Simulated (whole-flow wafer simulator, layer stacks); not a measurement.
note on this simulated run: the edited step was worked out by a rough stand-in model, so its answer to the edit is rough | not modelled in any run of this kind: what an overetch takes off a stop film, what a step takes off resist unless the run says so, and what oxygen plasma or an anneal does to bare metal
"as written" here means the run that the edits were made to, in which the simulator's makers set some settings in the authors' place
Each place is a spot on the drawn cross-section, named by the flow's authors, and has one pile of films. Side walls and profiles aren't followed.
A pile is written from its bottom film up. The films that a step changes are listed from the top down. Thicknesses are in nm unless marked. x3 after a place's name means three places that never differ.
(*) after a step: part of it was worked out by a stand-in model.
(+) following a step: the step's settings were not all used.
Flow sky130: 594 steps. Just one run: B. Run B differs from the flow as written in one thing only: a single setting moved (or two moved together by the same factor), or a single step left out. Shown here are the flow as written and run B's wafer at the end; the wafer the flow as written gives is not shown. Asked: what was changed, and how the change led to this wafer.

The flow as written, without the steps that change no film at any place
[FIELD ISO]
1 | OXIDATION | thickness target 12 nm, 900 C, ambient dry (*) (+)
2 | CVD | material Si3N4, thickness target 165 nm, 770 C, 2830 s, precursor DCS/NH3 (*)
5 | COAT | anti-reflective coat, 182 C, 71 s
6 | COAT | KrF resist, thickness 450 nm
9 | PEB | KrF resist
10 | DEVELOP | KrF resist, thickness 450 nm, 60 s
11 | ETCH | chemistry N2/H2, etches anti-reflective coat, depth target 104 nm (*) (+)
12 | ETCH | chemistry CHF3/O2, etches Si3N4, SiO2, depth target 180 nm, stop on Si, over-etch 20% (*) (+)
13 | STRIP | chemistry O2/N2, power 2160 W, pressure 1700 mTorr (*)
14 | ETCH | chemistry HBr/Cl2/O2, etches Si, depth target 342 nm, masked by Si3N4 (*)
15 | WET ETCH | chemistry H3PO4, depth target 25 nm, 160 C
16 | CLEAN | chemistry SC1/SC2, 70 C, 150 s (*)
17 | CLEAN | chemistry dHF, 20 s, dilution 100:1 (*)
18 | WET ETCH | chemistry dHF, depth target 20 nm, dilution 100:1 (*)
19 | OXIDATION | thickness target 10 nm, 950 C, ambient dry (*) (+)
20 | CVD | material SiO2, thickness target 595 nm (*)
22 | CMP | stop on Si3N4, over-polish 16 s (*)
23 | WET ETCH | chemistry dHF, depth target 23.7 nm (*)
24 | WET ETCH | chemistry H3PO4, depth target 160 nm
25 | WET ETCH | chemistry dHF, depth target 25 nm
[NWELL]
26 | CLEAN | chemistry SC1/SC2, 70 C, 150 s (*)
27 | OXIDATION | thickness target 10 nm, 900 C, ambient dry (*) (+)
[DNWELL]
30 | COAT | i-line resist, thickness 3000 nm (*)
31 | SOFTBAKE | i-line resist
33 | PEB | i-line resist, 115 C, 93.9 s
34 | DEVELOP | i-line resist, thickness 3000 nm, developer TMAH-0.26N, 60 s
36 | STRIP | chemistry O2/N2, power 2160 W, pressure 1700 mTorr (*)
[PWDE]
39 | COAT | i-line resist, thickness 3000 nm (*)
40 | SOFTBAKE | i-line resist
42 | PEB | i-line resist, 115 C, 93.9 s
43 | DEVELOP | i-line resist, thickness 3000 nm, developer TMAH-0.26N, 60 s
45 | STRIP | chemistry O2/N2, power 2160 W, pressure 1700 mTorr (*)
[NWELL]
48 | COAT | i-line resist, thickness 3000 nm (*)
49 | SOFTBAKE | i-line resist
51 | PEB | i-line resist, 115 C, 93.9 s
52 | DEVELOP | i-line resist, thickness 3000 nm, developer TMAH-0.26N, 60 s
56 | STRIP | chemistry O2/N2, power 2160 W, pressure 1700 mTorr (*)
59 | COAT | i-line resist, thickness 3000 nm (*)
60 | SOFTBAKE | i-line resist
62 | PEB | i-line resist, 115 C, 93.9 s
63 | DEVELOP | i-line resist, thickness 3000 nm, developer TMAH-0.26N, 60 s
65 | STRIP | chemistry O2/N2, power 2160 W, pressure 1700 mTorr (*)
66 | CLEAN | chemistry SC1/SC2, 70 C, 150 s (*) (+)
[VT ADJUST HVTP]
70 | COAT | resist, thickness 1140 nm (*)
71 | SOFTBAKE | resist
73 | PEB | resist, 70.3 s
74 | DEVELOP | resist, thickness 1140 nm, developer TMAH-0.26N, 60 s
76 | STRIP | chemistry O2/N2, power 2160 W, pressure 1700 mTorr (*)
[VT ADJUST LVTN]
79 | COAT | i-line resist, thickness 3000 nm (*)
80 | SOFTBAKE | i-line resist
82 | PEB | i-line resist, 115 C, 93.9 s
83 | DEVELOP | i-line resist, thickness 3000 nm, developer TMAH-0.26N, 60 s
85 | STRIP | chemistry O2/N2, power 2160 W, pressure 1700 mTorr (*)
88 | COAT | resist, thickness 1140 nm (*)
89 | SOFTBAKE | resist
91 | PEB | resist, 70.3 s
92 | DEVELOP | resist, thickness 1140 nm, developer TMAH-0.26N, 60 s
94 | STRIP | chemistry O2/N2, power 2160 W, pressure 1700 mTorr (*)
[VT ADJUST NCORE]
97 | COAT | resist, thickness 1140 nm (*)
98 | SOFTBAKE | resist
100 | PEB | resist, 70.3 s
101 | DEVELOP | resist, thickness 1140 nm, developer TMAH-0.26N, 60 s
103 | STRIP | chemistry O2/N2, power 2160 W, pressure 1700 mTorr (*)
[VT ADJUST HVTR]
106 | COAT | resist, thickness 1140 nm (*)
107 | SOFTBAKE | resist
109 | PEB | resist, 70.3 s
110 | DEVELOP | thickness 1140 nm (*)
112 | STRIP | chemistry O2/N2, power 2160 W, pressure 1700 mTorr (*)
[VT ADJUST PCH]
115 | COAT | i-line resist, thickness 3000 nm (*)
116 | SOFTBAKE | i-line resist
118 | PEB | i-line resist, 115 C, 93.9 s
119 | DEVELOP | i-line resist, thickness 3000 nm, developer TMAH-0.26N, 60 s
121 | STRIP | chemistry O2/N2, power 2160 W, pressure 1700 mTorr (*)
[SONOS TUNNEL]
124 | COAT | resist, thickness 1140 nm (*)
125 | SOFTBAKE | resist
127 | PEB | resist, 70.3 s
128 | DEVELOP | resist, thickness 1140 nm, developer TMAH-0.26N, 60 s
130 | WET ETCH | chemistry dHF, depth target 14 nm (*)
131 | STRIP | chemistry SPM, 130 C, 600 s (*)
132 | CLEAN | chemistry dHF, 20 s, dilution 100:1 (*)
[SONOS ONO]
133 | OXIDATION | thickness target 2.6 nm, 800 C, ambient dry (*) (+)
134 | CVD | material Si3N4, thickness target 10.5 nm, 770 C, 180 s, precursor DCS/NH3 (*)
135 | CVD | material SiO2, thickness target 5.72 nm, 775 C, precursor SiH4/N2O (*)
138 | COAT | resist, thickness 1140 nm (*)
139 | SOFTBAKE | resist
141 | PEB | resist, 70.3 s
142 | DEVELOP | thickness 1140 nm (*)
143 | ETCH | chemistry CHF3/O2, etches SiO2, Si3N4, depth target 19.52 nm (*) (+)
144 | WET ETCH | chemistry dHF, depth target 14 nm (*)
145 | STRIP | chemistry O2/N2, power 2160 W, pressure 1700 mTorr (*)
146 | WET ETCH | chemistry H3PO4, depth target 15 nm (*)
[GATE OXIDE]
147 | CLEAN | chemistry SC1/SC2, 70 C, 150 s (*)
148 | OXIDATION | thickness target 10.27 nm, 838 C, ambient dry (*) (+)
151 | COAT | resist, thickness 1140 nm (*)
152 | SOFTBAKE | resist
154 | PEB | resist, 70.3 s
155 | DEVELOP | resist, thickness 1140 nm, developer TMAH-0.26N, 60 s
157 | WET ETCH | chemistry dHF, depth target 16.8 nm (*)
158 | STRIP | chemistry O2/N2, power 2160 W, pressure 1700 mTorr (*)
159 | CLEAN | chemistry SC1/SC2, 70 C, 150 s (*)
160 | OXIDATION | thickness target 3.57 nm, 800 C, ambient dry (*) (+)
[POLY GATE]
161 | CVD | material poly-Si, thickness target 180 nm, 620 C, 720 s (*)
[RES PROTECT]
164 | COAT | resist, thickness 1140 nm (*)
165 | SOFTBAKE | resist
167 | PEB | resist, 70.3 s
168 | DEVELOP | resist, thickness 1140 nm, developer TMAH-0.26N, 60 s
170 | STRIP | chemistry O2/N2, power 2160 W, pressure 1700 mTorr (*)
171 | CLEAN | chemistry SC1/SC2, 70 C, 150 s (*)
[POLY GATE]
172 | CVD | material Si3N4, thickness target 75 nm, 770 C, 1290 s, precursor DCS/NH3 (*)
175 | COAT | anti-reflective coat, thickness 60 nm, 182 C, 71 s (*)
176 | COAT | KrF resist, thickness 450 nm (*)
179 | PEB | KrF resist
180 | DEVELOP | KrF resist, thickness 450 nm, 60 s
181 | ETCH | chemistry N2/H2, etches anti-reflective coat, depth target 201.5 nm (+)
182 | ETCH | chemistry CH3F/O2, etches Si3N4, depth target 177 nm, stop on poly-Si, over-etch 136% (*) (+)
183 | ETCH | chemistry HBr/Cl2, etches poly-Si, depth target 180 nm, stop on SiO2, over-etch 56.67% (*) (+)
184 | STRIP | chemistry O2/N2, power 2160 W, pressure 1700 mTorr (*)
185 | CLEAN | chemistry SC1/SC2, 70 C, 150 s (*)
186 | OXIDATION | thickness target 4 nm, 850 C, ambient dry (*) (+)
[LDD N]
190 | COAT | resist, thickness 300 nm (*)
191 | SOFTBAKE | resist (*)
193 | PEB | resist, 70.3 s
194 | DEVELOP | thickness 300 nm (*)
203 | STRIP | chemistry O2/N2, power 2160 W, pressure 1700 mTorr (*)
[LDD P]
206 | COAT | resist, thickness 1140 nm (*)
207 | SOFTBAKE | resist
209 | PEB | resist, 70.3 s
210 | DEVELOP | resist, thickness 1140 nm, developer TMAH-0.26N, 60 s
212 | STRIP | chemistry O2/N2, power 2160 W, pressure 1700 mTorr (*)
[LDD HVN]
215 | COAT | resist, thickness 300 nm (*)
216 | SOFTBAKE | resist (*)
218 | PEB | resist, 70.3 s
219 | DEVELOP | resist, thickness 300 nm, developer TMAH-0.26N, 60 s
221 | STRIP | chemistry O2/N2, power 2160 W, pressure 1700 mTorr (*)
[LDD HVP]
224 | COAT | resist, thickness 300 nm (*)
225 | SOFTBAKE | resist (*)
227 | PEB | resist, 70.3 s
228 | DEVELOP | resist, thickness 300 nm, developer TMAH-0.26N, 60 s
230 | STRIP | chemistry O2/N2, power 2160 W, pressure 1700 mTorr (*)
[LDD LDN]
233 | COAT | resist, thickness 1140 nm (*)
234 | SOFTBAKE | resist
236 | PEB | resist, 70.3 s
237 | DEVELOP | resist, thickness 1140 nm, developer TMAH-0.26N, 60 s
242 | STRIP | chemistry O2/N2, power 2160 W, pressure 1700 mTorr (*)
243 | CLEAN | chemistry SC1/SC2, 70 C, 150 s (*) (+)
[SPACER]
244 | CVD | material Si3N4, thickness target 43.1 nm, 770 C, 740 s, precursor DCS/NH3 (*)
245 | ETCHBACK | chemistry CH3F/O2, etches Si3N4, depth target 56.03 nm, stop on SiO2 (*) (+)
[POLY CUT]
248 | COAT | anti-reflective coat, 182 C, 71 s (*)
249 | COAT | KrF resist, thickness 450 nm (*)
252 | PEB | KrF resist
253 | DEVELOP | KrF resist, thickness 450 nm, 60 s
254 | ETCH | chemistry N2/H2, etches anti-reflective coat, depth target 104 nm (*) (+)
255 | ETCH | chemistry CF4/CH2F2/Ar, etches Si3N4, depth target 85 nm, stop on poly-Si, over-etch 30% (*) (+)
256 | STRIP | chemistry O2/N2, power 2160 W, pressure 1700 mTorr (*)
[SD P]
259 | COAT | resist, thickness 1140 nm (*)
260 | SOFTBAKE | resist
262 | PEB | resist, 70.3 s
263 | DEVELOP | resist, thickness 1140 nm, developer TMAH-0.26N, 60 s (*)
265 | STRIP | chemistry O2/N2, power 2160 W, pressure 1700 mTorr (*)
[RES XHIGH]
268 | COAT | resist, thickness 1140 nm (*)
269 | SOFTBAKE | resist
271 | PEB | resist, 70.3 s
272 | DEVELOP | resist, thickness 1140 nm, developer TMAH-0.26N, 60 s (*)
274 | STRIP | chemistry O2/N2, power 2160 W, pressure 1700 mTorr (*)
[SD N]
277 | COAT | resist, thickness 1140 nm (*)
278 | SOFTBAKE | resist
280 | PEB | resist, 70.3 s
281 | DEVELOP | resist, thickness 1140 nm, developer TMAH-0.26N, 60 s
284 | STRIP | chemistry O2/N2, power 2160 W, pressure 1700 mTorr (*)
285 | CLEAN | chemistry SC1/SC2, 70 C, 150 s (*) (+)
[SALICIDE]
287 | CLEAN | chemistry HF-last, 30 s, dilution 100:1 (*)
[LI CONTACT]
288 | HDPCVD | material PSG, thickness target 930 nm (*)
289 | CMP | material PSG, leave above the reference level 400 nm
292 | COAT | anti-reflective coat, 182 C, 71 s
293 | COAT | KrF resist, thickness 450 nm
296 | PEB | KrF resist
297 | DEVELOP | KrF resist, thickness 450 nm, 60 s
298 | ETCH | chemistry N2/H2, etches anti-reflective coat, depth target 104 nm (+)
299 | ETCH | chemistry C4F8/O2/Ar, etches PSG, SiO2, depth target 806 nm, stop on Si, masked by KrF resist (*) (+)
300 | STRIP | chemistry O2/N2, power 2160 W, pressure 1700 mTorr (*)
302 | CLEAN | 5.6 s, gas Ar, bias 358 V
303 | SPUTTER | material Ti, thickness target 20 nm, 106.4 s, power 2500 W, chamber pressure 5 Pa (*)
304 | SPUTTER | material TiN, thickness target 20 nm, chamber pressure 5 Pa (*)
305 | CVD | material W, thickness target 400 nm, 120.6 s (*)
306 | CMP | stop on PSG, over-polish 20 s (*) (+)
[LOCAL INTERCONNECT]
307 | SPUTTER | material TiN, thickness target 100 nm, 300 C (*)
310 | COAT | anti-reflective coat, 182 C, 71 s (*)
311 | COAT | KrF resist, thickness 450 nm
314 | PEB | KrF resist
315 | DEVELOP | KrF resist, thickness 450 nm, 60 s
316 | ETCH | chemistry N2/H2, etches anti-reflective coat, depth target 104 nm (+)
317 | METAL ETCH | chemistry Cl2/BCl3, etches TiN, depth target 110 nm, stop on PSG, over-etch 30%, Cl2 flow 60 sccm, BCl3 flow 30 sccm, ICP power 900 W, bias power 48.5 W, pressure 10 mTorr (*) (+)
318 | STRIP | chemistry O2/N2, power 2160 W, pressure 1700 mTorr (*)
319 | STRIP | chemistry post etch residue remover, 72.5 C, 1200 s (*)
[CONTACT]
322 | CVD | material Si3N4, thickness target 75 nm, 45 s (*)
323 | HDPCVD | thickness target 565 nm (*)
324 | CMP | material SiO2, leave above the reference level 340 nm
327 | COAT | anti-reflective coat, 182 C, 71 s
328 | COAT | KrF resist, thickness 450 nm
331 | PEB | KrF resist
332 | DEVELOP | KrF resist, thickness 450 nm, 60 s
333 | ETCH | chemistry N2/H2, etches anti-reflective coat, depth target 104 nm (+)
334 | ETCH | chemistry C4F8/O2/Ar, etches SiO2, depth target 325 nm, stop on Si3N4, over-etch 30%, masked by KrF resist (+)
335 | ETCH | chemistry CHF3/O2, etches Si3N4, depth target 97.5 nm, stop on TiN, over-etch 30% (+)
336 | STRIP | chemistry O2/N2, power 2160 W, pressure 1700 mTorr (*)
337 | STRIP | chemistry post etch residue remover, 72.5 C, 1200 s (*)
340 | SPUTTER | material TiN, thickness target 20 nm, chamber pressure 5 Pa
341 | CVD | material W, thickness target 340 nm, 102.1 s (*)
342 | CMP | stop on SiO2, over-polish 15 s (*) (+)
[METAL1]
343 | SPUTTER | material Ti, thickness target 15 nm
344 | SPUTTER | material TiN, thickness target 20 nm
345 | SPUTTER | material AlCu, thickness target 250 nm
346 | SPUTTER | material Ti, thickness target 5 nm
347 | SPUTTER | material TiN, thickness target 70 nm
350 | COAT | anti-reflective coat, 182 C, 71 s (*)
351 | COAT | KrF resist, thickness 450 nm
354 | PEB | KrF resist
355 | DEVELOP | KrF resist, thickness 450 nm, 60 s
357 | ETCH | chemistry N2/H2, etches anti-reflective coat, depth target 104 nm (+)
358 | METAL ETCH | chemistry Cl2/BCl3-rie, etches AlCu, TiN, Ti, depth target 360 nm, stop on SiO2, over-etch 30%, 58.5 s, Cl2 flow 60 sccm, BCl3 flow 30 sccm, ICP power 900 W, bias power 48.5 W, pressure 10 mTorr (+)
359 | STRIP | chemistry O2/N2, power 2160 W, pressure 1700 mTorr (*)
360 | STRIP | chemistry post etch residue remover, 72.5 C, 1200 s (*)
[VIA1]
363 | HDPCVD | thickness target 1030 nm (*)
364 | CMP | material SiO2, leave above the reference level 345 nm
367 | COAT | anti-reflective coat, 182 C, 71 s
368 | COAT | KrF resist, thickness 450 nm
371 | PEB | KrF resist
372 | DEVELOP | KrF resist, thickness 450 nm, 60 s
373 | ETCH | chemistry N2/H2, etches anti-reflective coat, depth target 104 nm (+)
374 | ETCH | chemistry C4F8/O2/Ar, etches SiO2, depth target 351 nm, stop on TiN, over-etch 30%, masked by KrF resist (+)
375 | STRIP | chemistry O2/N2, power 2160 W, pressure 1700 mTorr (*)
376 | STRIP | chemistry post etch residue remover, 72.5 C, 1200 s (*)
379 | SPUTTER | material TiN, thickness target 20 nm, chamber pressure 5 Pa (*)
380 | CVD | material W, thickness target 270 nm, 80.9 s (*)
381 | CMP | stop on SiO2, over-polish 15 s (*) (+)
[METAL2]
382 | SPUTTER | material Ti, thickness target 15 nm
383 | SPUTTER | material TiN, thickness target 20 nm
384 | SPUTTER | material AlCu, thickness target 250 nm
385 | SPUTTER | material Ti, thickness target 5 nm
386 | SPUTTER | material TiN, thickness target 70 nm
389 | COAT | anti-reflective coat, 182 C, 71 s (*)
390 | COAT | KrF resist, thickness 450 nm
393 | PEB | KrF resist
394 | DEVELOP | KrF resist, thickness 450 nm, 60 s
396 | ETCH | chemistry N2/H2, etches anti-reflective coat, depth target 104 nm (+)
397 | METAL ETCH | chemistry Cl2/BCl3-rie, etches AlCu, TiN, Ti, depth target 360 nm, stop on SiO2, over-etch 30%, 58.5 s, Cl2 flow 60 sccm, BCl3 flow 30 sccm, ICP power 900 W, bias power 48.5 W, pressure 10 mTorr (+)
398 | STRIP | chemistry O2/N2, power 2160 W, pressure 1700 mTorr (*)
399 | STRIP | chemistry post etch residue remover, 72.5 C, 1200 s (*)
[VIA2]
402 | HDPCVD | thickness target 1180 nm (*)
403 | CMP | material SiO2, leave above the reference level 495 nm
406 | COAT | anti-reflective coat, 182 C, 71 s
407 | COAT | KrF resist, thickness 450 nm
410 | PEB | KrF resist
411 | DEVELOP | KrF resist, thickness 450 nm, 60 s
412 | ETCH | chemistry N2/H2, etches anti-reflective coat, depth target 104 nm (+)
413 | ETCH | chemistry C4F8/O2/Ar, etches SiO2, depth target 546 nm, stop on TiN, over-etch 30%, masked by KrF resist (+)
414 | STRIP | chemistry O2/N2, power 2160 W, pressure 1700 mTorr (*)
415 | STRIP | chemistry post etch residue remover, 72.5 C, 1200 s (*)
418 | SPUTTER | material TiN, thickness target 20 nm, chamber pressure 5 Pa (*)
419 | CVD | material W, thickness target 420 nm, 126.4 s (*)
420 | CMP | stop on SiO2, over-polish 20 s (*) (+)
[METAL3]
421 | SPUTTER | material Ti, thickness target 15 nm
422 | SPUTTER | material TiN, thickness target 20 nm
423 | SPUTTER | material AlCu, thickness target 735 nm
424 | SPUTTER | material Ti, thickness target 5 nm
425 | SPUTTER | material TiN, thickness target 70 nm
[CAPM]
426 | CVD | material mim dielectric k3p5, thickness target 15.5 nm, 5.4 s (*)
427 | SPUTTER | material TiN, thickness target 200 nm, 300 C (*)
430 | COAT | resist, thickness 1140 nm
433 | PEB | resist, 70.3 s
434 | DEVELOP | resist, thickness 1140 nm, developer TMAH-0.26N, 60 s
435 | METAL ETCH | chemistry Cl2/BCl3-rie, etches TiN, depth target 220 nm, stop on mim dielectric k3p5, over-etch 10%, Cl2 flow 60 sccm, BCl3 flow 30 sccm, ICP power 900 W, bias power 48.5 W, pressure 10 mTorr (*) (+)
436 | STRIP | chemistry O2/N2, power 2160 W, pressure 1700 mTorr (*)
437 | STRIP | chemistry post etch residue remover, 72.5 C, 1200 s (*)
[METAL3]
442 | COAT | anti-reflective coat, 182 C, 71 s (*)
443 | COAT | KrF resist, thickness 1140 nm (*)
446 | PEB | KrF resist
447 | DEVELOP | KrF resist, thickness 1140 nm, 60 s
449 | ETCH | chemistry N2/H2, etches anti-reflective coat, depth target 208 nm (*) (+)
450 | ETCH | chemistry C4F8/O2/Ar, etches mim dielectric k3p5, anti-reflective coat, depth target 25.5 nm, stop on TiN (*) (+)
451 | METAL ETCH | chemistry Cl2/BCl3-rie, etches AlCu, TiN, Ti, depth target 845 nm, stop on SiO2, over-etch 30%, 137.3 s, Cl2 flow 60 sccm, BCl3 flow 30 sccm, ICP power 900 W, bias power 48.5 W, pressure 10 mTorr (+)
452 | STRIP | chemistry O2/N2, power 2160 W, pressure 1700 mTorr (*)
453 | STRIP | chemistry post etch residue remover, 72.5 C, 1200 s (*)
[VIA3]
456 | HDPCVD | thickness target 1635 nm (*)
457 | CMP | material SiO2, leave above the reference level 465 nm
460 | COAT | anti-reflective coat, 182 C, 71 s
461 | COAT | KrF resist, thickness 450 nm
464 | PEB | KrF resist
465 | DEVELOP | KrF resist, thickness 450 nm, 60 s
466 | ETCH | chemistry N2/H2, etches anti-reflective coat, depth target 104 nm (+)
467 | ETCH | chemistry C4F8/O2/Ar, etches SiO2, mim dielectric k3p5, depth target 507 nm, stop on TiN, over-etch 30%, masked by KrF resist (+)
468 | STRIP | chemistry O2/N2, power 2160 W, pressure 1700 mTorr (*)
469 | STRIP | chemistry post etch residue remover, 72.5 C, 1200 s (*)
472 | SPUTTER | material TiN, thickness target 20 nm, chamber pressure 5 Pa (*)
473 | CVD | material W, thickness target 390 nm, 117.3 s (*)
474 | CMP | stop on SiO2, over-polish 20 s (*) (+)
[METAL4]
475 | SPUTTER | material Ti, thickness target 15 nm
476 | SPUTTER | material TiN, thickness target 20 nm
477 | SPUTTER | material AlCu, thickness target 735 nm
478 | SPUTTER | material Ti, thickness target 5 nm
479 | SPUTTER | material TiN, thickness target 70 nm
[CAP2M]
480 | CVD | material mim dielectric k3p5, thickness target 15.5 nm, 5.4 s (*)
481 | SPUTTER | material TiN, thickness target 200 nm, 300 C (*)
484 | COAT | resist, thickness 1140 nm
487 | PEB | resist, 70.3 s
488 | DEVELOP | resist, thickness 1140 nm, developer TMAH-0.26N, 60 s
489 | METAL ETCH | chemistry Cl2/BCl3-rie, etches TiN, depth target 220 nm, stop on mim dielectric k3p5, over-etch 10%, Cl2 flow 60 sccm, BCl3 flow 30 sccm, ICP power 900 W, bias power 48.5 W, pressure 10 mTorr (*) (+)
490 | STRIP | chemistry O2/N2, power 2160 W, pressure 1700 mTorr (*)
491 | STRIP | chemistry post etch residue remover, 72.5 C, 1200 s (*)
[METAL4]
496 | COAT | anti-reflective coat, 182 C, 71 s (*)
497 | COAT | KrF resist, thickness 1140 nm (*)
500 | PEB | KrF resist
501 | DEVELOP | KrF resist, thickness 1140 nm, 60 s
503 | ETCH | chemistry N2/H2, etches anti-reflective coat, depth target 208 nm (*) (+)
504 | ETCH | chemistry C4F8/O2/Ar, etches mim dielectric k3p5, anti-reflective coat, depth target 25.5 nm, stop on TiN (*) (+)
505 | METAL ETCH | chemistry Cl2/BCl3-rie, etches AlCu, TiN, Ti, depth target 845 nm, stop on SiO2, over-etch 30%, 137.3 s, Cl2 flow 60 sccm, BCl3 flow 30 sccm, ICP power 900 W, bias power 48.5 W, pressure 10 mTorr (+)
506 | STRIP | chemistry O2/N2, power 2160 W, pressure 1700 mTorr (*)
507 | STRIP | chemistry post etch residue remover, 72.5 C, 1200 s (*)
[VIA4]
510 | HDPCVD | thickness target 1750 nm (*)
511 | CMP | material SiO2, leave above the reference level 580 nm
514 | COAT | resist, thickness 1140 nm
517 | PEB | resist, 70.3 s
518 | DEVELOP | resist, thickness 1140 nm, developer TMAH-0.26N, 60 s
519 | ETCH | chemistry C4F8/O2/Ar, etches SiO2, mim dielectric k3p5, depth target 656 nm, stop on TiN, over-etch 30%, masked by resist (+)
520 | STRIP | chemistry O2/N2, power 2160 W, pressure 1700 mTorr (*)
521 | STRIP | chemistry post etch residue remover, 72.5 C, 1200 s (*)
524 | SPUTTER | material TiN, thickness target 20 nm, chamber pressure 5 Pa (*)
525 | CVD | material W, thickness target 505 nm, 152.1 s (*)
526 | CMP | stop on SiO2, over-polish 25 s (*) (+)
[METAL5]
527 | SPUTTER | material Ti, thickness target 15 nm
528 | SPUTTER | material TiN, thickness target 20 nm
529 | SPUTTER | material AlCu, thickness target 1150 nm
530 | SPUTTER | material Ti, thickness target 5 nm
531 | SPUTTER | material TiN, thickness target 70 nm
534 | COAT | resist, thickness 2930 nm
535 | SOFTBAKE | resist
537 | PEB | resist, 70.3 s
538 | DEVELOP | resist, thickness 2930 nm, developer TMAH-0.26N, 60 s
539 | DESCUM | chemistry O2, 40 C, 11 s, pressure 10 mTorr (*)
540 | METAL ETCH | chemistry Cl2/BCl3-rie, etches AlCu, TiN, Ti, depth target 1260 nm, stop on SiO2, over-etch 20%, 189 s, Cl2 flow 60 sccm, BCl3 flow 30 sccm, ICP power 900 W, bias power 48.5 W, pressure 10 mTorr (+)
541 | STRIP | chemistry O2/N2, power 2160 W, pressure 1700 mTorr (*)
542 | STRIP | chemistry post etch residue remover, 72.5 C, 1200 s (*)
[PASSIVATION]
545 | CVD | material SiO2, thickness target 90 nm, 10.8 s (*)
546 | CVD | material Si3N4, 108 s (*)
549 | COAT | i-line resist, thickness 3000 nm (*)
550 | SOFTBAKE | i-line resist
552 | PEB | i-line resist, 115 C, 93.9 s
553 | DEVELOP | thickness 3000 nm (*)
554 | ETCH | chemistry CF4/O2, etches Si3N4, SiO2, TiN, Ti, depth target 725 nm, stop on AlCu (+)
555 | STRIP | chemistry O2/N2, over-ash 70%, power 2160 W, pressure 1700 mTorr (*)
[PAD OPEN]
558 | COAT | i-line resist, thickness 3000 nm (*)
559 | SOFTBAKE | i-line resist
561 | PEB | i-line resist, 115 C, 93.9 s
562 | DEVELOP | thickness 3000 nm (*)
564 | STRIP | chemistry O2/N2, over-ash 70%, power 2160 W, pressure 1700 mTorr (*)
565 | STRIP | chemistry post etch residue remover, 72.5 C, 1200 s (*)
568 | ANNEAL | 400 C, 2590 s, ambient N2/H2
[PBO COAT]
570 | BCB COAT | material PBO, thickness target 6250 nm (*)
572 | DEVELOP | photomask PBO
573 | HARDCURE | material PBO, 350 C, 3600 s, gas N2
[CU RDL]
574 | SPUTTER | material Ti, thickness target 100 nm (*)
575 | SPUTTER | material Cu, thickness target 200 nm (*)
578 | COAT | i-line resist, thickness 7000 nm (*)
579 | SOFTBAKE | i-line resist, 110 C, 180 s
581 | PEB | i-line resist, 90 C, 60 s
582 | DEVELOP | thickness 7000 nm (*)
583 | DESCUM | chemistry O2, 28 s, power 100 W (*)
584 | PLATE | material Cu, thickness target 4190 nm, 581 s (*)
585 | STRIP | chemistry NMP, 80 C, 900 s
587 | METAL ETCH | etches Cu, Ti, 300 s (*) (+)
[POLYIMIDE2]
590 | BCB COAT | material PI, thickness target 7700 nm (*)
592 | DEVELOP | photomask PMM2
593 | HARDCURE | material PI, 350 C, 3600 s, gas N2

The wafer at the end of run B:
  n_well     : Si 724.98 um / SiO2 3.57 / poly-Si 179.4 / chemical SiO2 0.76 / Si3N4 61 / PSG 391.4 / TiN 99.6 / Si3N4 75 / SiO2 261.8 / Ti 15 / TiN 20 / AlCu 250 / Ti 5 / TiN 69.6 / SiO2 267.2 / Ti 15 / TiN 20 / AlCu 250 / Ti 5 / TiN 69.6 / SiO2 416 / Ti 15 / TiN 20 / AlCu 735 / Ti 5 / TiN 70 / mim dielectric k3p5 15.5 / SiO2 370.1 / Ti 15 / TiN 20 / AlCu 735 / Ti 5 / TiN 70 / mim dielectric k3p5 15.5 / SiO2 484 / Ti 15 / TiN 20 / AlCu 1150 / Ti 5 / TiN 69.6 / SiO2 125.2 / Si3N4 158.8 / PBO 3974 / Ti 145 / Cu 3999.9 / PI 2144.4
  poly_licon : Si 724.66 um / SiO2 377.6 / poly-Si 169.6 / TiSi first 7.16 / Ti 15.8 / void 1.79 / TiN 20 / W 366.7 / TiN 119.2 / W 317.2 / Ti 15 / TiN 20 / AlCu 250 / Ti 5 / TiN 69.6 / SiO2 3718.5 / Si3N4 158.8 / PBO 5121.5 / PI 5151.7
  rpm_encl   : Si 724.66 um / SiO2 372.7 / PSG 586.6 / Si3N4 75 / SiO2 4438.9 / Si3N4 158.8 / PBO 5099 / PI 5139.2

The reason: step 574, SPUTTER: thickness target 145 nm was run, though the flow has thickness target 100 nm.
The wafer lets one read it off: n_well has Ti 145, and step 574 as written asks for 100 nm.

How this came from the change, step by step:
  574 | SPUTTER | material Ti, thickness target 100 nm (*)
      field, active, n_well and 190 more: Ti gains 145 (new film) (as written it would have been: Ti gains 100 (new film))
  587 | METAL ETCH | etches Cu, Ti, 300 s (*) (+)
      field, active, gate and 167 more: Cu loses 200 (all of it), Ti loses 145 (all of it) (as written it would have been: Cu loses 200 (all of it), Ti loses 100 (all of it))
  590 | BCB COAT | material PI, thickness target 7700 nm (*)
      de16_gate_nw: PI gains 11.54 um (new film) (as written it would have been: PI gains 11.5 um (new film))
